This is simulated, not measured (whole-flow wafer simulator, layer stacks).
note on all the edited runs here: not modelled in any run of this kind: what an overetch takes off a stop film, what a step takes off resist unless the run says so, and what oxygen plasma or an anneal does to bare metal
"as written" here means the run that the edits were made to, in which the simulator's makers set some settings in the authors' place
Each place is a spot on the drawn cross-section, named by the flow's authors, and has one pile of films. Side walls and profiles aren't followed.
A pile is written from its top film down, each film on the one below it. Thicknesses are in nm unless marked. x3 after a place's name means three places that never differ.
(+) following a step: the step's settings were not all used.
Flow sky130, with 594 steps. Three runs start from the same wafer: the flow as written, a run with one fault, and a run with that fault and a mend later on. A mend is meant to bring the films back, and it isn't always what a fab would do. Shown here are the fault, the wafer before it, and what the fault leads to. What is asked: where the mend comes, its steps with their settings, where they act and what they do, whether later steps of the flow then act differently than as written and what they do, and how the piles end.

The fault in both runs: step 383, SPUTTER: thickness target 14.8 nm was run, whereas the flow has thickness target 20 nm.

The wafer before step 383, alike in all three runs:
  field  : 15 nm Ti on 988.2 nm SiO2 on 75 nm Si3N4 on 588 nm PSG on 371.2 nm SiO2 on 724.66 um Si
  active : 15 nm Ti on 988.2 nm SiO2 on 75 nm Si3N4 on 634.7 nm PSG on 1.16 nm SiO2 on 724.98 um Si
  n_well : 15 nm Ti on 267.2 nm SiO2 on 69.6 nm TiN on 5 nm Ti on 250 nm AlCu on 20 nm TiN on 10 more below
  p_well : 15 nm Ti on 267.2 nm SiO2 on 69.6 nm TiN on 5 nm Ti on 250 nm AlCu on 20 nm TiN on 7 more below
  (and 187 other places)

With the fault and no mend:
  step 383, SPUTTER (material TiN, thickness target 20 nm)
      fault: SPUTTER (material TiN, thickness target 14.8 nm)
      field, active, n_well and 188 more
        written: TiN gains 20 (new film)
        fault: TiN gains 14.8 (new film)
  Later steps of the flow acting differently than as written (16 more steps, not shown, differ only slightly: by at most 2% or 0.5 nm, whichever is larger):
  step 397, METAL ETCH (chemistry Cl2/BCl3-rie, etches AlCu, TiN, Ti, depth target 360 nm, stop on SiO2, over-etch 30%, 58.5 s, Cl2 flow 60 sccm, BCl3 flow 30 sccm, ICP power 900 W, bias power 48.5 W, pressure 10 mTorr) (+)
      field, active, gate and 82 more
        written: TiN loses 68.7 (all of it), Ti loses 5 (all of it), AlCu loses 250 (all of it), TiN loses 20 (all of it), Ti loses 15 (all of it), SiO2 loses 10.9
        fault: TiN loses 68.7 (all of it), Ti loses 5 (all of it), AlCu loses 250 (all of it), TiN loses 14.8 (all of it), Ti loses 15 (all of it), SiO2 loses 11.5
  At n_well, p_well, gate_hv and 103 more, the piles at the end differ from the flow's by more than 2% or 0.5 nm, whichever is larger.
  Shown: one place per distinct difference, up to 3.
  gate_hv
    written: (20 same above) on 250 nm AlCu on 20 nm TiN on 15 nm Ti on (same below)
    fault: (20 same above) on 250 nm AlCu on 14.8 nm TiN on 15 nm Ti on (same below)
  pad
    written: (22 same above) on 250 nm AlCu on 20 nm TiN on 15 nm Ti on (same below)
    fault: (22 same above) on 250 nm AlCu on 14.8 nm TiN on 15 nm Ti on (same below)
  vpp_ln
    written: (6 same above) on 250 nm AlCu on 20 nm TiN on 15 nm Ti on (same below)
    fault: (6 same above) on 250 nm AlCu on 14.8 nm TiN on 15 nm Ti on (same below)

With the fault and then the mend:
  The mend stands after step 383.
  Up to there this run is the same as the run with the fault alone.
  step 383a, SPUTTER (material TiN, thickness target 5.2 nm) (a further turn of the flow's step 383, with different settings)
      field, active, n_well and 188 more
        TiN gains 5.2
  Every later step of the flow that is run acts as written at every place that is followed.
  By the end, the piles equal the flow's at every place that both follow.
